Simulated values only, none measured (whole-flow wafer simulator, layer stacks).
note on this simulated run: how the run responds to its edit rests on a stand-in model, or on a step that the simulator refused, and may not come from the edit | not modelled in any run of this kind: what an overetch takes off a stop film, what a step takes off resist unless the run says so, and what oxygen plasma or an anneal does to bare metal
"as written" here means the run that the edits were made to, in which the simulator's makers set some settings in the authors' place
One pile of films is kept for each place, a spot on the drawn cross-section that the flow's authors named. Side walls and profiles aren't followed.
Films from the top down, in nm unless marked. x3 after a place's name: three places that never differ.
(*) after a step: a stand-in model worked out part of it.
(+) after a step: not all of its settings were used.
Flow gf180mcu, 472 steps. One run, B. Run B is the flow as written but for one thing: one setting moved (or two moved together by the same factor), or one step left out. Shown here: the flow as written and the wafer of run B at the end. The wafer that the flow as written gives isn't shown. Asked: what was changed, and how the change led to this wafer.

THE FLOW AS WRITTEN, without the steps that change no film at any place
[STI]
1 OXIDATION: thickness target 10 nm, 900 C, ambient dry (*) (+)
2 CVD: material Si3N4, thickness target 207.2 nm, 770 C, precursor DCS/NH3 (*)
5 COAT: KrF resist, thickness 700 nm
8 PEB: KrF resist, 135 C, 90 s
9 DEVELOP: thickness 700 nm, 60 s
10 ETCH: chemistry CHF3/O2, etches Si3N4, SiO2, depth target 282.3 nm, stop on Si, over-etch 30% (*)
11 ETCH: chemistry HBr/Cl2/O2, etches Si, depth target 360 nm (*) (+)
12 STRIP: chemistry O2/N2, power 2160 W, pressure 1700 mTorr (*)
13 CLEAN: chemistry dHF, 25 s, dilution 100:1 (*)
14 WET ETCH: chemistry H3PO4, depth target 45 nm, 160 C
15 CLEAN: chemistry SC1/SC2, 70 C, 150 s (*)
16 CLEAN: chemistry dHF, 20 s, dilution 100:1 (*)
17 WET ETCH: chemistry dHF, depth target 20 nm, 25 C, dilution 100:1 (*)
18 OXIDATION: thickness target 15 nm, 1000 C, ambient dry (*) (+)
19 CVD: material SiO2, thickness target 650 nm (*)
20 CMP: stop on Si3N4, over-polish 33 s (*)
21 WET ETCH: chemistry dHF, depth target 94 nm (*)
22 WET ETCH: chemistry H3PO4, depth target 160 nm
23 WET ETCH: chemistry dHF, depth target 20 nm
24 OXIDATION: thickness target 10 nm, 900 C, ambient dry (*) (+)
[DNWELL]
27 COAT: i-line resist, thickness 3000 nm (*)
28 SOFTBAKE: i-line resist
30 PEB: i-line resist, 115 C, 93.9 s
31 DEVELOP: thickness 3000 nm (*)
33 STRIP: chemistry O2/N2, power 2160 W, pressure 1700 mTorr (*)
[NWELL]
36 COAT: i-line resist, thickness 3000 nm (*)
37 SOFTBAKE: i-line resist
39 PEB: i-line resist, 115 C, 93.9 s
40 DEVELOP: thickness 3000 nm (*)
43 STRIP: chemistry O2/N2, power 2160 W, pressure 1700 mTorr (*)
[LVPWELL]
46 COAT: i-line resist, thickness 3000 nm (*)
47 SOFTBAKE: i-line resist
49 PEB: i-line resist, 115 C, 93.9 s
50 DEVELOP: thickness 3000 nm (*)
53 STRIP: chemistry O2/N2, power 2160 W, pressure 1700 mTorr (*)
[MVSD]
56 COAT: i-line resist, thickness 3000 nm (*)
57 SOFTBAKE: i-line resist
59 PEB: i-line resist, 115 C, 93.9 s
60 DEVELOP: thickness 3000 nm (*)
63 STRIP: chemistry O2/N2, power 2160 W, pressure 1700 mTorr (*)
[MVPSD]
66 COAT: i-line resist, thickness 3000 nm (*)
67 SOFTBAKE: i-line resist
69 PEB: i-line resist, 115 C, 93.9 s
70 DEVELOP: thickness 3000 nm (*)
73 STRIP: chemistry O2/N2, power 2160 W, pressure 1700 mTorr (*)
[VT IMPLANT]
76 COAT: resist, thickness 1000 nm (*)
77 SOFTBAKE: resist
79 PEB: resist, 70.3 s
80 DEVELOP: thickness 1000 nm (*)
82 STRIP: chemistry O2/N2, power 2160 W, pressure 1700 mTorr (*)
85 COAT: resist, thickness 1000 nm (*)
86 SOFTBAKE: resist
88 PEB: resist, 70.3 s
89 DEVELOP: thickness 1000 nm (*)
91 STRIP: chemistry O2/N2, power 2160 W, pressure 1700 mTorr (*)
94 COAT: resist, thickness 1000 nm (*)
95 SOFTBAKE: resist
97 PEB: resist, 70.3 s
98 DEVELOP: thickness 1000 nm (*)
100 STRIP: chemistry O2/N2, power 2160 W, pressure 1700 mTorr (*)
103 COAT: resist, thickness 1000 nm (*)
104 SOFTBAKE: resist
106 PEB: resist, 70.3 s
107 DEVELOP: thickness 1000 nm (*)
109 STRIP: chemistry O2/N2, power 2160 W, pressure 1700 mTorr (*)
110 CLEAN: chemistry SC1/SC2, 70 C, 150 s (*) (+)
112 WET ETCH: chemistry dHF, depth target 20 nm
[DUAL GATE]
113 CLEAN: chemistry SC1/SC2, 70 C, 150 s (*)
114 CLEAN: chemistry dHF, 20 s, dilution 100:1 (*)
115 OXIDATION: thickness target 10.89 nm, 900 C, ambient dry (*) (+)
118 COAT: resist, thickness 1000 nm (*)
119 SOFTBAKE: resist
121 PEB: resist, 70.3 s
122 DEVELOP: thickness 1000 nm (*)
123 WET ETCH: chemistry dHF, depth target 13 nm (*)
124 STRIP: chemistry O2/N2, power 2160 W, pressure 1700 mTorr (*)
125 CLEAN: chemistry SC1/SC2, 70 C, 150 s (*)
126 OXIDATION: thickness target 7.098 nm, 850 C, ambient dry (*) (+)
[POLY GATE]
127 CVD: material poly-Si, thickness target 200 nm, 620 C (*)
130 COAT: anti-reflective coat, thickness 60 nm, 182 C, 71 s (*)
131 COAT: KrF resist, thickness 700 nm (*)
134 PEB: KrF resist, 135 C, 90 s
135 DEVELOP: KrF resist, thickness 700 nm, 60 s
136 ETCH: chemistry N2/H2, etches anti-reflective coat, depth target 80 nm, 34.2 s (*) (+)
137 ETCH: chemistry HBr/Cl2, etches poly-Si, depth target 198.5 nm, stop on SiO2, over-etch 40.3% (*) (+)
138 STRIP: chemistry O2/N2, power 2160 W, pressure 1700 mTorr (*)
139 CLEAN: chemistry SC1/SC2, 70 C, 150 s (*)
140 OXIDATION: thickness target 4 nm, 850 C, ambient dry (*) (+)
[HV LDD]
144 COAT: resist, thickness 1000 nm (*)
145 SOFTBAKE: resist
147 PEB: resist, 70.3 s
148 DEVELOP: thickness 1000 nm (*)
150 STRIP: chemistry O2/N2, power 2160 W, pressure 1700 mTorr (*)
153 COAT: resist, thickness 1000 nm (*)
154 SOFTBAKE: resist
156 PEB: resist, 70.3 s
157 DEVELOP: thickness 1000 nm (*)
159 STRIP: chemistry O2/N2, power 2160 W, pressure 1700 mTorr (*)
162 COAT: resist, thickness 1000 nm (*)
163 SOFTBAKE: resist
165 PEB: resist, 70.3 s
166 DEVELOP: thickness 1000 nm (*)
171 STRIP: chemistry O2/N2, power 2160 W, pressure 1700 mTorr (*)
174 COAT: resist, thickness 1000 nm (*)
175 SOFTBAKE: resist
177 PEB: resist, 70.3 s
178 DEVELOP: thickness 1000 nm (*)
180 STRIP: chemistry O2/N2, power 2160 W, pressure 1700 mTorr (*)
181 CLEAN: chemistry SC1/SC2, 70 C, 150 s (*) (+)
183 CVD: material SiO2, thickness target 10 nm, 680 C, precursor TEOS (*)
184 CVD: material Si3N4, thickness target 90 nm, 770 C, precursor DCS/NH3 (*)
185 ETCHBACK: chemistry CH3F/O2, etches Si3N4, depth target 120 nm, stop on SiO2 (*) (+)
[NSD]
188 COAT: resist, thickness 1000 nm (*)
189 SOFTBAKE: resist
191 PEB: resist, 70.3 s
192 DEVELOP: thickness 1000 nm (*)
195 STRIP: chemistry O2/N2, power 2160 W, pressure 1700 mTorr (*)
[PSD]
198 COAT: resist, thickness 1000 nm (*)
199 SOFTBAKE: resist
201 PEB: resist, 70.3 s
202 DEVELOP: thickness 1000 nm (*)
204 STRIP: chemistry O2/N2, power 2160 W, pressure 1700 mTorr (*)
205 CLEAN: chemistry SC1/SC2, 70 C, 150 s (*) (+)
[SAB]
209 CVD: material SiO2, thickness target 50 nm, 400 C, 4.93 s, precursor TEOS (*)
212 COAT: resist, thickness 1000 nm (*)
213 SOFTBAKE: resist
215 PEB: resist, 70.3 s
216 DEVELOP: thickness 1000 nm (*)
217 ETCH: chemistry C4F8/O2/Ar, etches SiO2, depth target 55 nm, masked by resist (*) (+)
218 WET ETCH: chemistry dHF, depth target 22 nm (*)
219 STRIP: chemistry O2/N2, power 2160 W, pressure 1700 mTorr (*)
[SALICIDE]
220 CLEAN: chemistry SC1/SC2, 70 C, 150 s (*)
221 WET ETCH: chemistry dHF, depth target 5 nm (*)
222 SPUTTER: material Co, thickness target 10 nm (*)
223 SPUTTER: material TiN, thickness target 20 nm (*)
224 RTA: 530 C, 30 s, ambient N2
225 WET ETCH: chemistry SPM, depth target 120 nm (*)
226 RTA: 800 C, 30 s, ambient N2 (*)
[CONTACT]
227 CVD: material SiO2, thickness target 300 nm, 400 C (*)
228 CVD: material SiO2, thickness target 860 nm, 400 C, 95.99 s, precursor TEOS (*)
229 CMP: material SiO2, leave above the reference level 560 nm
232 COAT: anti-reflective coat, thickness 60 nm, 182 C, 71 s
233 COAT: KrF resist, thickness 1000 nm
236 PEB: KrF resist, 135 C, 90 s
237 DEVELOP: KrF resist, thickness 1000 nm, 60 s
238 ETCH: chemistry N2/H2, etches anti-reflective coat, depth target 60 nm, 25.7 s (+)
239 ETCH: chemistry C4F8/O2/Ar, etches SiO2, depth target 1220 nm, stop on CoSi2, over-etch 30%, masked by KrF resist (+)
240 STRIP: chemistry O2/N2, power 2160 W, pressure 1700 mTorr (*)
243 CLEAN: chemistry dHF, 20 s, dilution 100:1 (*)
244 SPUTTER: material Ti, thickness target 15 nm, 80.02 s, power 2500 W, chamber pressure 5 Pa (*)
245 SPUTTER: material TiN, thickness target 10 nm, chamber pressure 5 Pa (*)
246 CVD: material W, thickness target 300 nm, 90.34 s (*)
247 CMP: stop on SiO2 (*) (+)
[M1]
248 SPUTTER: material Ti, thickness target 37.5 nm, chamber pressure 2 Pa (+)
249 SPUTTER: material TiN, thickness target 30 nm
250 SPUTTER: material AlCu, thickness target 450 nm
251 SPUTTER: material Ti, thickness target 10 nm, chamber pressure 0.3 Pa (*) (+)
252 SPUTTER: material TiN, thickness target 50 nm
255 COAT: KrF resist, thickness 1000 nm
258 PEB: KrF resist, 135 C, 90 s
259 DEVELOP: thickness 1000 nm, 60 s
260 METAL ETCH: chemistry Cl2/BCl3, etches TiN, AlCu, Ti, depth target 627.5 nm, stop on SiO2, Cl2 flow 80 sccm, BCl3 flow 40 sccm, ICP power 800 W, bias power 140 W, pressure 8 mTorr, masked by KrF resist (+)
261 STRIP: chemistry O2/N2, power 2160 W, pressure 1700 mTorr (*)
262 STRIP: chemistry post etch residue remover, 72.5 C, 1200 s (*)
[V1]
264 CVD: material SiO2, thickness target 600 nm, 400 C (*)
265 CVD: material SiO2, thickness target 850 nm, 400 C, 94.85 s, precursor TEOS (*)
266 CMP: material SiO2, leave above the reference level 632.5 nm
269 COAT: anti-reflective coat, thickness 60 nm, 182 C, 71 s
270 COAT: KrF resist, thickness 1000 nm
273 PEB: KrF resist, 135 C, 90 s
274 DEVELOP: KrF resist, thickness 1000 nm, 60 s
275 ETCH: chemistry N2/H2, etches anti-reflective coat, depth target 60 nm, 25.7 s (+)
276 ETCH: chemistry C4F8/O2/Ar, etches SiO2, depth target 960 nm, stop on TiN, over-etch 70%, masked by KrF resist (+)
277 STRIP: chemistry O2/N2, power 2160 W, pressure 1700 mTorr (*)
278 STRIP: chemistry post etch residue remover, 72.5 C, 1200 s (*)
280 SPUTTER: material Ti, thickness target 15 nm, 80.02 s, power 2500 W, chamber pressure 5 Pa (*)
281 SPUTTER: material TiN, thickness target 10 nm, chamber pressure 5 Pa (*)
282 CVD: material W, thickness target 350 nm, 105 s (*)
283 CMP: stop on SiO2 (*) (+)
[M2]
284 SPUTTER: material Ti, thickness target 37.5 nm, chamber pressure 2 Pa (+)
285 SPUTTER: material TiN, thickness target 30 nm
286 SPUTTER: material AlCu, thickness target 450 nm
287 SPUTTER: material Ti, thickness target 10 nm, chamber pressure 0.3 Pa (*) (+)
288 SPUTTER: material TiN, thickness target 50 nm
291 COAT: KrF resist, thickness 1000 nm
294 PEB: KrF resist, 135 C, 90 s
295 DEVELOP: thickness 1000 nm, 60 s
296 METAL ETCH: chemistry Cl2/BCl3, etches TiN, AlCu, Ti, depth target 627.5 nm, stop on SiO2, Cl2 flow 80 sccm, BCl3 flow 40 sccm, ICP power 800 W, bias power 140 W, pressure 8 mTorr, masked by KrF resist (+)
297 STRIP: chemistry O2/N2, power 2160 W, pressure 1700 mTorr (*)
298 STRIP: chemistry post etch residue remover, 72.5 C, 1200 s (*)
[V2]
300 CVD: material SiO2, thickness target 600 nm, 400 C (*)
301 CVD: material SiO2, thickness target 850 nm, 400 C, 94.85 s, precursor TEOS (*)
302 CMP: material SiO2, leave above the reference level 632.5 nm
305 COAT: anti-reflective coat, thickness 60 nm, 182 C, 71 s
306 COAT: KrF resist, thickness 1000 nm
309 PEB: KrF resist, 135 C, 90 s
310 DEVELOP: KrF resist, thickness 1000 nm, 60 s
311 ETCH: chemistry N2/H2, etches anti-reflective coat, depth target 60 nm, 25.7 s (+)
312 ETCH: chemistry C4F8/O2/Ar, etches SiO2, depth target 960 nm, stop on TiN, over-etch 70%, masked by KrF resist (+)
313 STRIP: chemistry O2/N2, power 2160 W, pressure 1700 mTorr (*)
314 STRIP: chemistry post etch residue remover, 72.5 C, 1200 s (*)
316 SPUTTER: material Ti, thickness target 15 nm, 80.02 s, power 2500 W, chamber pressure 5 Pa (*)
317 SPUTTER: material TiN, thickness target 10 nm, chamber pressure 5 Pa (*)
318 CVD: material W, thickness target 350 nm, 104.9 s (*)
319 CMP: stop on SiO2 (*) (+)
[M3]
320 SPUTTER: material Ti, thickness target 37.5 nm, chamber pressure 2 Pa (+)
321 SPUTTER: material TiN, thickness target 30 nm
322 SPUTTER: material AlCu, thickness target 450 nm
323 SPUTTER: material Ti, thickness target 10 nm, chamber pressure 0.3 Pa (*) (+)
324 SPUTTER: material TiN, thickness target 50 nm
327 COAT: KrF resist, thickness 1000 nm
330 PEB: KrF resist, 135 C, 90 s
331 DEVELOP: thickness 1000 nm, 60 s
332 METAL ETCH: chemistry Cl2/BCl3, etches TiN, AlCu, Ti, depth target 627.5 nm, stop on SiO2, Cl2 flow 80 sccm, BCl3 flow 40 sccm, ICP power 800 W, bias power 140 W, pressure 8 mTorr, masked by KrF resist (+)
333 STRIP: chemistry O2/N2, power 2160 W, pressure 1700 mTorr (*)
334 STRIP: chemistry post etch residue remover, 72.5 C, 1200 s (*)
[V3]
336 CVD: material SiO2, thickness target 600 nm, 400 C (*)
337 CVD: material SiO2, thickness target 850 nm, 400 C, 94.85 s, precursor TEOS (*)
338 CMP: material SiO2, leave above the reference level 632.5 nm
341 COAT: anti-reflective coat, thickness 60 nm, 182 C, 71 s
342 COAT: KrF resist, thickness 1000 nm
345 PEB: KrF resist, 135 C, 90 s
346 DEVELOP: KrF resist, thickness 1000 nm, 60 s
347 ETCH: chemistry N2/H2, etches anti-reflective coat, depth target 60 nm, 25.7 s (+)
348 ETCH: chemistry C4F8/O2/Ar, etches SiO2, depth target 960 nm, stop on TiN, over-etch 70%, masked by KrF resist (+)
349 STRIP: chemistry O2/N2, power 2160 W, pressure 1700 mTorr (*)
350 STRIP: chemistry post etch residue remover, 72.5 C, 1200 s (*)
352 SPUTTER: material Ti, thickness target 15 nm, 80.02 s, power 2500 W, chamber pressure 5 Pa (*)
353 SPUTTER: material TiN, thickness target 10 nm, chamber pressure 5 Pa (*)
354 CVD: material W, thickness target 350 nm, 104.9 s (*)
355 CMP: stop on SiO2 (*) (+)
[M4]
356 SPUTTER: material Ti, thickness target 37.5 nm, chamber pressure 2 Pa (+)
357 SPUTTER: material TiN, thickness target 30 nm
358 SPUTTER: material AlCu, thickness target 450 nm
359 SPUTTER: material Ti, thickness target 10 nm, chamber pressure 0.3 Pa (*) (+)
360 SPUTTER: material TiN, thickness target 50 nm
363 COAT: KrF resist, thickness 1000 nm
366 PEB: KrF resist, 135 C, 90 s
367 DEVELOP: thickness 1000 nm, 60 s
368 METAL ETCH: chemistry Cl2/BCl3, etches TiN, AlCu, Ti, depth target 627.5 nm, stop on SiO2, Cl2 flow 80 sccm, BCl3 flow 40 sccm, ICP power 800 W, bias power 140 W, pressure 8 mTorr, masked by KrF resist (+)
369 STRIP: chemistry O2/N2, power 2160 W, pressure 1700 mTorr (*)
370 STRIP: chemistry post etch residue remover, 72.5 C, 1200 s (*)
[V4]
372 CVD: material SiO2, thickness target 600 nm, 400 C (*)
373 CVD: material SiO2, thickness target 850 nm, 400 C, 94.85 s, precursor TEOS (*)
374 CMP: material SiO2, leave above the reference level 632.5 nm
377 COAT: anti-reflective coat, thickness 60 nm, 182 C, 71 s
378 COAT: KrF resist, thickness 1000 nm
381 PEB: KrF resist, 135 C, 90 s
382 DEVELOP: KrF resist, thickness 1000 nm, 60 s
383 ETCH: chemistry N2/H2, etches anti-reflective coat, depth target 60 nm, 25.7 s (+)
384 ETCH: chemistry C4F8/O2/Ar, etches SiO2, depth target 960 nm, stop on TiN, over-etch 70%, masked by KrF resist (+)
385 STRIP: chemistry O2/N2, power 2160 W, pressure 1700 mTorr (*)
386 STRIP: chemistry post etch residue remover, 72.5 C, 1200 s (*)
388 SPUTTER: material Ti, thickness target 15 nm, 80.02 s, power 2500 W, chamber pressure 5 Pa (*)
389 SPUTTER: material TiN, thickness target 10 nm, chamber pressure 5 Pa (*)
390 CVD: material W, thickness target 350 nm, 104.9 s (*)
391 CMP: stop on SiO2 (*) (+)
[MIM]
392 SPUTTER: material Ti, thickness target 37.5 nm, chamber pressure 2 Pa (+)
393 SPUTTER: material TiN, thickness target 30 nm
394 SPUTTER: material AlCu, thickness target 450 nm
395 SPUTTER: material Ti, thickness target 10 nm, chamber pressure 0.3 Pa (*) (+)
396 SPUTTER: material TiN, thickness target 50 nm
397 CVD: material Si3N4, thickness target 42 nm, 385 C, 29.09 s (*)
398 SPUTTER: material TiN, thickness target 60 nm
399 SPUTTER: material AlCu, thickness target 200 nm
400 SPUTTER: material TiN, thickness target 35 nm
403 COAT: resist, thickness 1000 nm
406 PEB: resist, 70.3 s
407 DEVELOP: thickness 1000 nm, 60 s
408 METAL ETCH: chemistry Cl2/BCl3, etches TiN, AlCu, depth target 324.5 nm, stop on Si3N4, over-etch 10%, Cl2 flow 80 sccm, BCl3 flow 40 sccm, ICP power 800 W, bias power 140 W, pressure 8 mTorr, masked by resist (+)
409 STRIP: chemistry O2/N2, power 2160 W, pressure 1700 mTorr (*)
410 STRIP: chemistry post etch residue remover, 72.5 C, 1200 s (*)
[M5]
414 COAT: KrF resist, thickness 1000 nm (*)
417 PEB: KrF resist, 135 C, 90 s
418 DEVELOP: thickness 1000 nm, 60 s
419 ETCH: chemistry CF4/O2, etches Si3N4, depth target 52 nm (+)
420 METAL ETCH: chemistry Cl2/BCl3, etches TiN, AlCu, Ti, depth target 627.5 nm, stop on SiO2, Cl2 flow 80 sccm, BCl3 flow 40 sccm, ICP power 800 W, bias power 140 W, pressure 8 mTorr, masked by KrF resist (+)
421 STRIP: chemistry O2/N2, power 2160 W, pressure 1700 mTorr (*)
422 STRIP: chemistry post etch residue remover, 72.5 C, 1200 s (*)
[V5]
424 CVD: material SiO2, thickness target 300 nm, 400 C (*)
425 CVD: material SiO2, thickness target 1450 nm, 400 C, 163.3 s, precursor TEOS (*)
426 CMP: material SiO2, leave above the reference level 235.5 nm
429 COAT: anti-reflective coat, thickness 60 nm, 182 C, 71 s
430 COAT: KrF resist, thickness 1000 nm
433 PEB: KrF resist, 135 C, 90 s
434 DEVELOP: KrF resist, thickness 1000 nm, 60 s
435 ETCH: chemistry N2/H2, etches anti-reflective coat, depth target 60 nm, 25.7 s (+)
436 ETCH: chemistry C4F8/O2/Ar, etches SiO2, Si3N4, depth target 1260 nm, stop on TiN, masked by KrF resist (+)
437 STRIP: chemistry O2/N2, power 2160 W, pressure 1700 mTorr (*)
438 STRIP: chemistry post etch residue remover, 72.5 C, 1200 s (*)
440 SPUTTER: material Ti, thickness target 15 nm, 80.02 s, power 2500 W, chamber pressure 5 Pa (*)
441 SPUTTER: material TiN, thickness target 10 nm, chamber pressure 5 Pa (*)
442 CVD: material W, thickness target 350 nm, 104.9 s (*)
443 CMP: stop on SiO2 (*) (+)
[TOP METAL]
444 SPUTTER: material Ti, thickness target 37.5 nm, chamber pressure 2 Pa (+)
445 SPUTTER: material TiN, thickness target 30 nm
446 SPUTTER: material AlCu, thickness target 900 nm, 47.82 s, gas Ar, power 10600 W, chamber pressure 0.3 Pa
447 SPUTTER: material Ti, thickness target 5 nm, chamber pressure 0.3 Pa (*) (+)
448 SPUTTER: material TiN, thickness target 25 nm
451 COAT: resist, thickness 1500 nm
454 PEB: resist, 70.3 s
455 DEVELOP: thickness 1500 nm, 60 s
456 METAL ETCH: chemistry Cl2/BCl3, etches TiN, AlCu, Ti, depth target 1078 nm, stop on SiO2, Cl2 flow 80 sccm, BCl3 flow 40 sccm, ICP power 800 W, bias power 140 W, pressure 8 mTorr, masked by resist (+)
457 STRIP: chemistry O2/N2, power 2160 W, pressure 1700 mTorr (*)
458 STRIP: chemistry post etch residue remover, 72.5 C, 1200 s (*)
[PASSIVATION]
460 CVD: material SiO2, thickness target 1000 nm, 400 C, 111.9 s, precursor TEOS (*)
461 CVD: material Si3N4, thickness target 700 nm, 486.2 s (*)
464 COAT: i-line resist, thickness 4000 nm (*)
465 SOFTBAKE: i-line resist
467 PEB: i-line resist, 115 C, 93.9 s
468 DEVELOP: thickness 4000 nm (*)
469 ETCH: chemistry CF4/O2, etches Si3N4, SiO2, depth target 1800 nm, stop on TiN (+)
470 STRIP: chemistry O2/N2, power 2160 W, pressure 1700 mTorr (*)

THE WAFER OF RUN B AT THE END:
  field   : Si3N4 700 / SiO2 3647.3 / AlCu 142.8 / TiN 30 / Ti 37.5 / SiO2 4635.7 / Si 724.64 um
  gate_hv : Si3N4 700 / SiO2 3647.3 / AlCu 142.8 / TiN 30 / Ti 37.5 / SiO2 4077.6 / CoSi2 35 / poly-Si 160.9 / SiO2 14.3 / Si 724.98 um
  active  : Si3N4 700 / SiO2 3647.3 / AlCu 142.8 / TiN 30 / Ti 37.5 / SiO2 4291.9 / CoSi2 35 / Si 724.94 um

The cause: step 358, SPUTTER: thickness target 716 nm was run, where the flow has thickness target 450 nm.

How the change led to this, step by step:
  358 SPUTTER: material AlCu, thickness target 450 nm
      field, field__w1, field__w2 and 108 more: AlCu +716 (new film) (as written it would be: AlCu +450 (new film))
  368 METAL ETCH: chemistry Cl2/BCl3, etches TiN, AlCu, Ti, depth target 627.5 nm, stop on SiO2, Cl2 flow 80 sccm, BCl3 flow 40 sccm, ICP power 800 W, bias power 140 W, pressure 8 mTorr, masked by KrF resist (+)
      field, field__w1, field__w2 and 103 more: TiN -50 (all of it), Ti -10 (all of it), AlCu -567.5 (as written it would be: TiN -50 (all of it), Ti -10 (all of it), AlCu -450 (all of it), TiN -30 (all of it), Ti -37.5 (all of it))
  370 STRIP: chemistry post etch residue remover, 72.5 C, 1200 s (*)
      field, field__w1, field__w2 and 103 more: AlCu -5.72 (as written it would be: nothing)
  372 CVD: material SiO2, thickness target 600 nm, 400 C (*)
      field, field__w1, field__w2 and 103 more: SiO2 +600 (new film) (as written it would be: SiO2 +600)
  374 CMP: material SiO2, leave above the reference level 632.5 nm
      field, field__w1, field__w2 and 103 more: SiO2 -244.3 (as written it would be: SiO2 -300)
Counting metal films that touch as one body, field has 1 body; the flow as written gives 0 bodies.
Counting metal films that touch as one body, gate_hv has 2 bodies (between them, from the top down: SiO2 4077.6); the flow as written gives 1 body.
Counting metal films that touch as one body, active has 2 bodies (between them, from the top down: SiO2 4291.9); the flow as written gives 1 body.
